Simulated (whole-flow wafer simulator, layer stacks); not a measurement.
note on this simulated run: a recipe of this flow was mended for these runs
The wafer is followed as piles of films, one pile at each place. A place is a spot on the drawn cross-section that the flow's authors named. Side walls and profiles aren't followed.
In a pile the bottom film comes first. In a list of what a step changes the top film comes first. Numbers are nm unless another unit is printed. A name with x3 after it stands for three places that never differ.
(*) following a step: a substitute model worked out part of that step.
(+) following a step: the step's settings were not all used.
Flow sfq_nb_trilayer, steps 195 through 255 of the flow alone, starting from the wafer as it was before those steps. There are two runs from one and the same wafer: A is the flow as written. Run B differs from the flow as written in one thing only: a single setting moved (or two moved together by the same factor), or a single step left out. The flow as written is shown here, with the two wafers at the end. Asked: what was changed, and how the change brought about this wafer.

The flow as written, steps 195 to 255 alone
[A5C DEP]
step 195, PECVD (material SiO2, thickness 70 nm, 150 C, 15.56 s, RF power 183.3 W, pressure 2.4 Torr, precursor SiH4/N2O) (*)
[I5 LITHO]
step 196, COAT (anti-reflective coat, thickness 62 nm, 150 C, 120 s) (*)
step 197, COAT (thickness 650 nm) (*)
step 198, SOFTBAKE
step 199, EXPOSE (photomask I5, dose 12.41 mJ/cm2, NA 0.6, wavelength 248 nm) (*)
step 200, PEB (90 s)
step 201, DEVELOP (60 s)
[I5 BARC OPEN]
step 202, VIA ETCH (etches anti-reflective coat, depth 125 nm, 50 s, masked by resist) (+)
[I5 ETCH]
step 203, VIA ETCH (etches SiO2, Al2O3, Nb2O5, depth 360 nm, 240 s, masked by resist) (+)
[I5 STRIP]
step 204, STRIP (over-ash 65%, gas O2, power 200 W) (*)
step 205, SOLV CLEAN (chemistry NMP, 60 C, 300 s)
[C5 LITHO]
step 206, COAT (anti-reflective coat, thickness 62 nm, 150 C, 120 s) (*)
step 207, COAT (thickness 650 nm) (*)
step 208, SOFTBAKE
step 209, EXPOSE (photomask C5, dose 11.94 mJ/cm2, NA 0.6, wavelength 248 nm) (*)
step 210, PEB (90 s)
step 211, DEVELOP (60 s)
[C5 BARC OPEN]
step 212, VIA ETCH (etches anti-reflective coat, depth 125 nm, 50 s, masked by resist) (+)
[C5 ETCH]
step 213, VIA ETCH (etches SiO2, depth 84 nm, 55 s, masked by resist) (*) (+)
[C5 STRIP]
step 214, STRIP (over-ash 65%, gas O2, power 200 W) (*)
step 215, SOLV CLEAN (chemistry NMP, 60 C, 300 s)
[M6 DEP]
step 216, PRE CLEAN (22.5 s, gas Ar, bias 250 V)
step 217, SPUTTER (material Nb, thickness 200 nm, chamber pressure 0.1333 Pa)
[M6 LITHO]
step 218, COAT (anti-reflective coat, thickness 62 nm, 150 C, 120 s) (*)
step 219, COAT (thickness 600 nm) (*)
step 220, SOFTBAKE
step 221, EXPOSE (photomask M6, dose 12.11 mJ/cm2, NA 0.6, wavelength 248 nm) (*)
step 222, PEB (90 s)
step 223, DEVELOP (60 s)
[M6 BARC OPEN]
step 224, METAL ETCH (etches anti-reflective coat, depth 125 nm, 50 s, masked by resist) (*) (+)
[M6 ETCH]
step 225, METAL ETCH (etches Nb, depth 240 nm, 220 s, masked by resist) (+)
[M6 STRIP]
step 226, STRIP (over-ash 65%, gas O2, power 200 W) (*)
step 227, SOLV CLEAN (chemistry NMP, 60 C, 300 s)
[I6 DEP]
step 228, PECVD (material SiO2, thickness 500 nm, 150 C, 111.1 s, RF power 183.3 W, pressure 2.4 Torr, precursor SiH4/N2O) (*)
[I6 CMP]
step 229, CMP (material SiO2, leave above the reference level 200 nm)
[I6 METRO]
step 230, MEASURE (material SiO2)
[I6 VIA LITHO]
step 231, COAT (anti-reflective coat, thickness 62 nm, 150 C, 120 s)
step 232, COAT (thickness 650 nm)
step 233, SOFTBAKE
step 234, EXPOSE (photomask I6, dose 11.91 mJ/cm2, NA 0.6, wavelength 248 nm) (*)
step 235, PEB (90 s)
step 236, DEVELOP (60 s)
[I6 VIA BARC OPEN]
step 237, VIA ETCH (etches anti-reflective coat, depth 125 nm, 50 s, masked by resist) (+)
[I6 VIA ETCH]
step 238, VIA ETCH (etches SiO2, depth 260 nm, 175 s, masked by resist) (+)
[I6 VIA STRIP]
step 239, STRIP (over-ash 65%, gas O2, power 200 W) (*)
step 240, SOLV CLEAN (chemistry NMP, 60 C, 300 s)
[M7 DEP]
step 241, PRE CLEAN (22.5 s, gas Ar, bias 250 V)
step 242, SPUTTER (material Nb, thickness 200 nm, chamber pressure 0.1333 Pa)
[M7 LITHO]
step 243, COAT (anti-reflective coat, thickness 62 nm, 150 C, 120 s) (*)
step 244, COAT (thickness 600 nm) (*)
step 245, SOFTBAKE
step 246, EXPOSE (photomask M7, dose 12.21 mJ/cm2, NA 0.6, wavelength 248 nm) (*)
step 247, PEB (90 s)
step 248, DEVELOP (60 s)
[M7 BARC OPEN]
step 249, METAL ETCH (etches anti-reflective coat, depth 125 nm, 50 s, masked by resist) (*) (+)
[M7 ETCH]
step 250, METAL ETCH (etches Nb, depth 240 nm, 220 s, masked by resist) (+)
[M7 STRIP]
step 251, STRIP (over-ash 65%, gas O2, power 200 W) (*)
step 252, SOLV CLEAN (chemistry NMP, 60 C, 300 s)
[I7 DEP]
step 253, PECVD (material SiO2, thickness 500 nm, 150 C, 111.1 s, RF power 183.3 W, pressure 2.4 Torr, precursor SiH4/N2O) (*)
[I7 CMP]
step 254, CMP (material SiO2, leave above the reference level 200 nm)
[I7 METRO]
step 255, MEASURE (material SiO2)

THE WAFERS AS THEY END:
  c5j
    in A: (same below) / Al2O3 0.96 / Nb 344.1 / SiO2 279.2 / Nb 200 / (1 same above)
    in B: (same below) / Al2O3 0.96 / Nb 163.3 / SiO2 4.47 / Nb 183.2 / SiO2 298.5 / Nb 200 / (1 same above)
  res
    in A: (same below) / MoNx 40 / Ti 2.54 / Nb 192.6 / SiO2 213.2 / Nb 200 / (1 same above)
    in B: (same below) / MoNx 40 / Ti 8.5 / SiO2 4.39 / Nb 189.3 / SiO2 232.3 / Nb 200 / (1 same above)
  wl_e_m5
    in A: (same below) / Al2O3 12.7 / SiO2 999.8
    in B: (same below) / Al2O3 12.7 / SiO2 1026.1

The reason: step 195, PECVD: 21.39 s was run, though the flow has 15.56 s.

The path from the change to this, step by step:
  step 195, PECVD (material SiO2, thickness 70 nm, 150 C, 15.56 s, RF power 183.3 W, pressure 2.4 Torr, precursor SiH4/N2O) (*)
      field_l, v_sur, via_wl and 92 more: A SiO2 gains 70 | B SiO2 gains 96.2
      ce_l, c5j, ce_r and 8 more: A SiO2 gains 70 (new film) | B SiO2 gains 96.2 (new film)
  step 196, COAT (anti-reflective coat, thickness 62 nm, 150 C, 120 s) (*)
      r5r_line_l, r5r_line_c, r5r_line_r: A anti-reflective coat gains 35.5 (new film) | B anti-reflective coat gains 36.5 (new film)
  step 203, VIA ETCH (etches SiO2, Al2O3, Nb2O5, depth 360 nm, 240 s, masked by resist) (+)
      be: A SiO2 loses 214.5 (all of it), Al2O3 loses 12.7 (all of it), Nb2O5 loses 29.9 (all of it), Nb loses 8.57 | B SiO2 loses 240.8 (all of it), Al2O3 loses 12.7 (all of it), Nb2O5 loses 29.9 (all of it), Nb loses 6.38
  step 204, STRIP (over-ash 65%, gas O2, power 200 W) (*)
      r5r_line_l, r5r_line_c, r5r_line_r: A KrF-resist-other-grade loses 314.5 (all of it), anti-reflective coat loses 35.5 (all of it) | B KrF-resist-other-grade loses 314.5 (all of it), anti-reflective coat loses 36.5 (all of it)
  step 206, COAT (anti-reflective coat, thickness 62 nm, 150 C, 120 s) (*)
      r5r_line_l, r5r_line_c, r5r_line_r: A anti-reflective coat gains 35.5 (new film) | B anti-reflective coat gains 36.5 (new film)
      be: A anti-reflective coat gains 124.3 (new film) | B anti-reflective coat gains 127.8 (new film)
  step 207, COAT (thickness 650 nm) (*)
      be: A KrF-resist-other-grade gains 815 (new film) | B KrF-resist-other-grade gains 832.4 (new film)
  step 213, VIA ETCH (etches SiO2, depth 84 nm, 55 s, masked by resist) (*) (+)
      c5j: A SiO2 loses 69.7 (all of it), Nb loses 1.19 | B SiO2 loses 84
      res: A SiO2 loses 69.7 (all of it), Ti loses 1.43 | B SiO2 loses 84
  step 214, STRIP (over-ash 65%, gas O2, power 200 W) (*)
      r5r_line_l, r5r_line_c, r5r_line_r: A KrF-resist-other-grade loses 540 (all of it), anti-reflective coat loses 35.5 (all of it) | B KrF-resist-other-grade loses 540.1 (all of it), anti-reflective coat loses 36.5 (all of it)
      be: A KrF-resist-other-grade loses 705.8 (all of it), anti-reflective coat loses 124.3 (all of it) | B KrF-resist-other-grade loses 723.1 (all of it), anti-reflective coat loses 127.8 (all of it)
  step 216, PRE CLEAN (22.5 s, gas Ar, bias 250 V)
      c5j: A Nb loses 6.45 | B SiO2 loses 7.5
      res: A Ti loses 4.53 | B SiO2 loses 7.5
  step 217, SPUTTER (material Nb, thickness 200 nm, chamber pressure 0.1333 Pa)
      c5j: A Nb gains 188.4 | B Nb gains 183.2 (new film)
      be: A Nb gains 145.8 | B Nb gains 140.5
  step 218, COAT (anti-reflective coat, thickness 62 nm, 150 C, 120 s) (*)
      be: A anti-reflective coat gains 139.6 (new film) | B anti-reflective coat gains 143.9 (new film)
      jj_sur: A anti-reflective coat gains 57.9 (new film) | B anti-reflective coat gains 55.2 (new film)
      (as well as at 7 more places)
  step 219, COAT (thickness 600 nm) (*)
      be: A KrF-resist-other-grade gains 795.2 (new film) | B KrF-resist-other-grade gains 822.7 (new film)
  step 226, STRIP (over-ash 65%, gas O2, power 200 W) (*)
      be: A KrF-resist-other-grade loses 559.4 (all of it), anti-reflective coat loses 139.6 (all of it) | B KrF-resist-other-grade loses 586.8 (all of it), anti-reflective coat loses 143.9 (all of it)
      jj_sur: A KrF-resist-other-grade loses 361.7 (all of it), anti-reflective coat loses 57.9 (all of it) | B KrF-resist-other-grade loses 363.5 (all of it), anti-reflective coat loses 55.2 (all of it)
      (as well as at 7 more places)
  step 228, PECVD (material SiO2, thickness 500 nm, 150 C, 111.1 s, RF power 183.3 W, pressure 2.4 Torr, precursor SiH4/N2O) (*)
      be: A SiO2 gains 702 (new film) | B SiO2 gains 731.3 (new film)
      c5j: A SiO2 gains 514.7 (new film) | B SiO2 gains 534 (new film)
  step 229, CMP (material SiO2, leave above the reference level 200 nm)
      res: A SiO2 loses 279.3 | B SiO2 loses 260.2
With metal films that touch counted as one body, c5j has 5 bodies (between them, from the top down: SiO2 298.5; SiO2 4.47; Al2O3 0.96; SiO2 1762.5); the flow as written gives 4 bodies (between them, from the top down: SiO2 279.2; Al2O3 0.96; SiO2 1762.5).
With metal films that touch counted as one body, res has 4 bodies (between them, from the top down: SiO2 232.3; SiO2 4.39; SiO2 2090.9); the flow as written gives 3 bodies (between them, from the top down: SiO2 213.2; SiO2 2090.9).
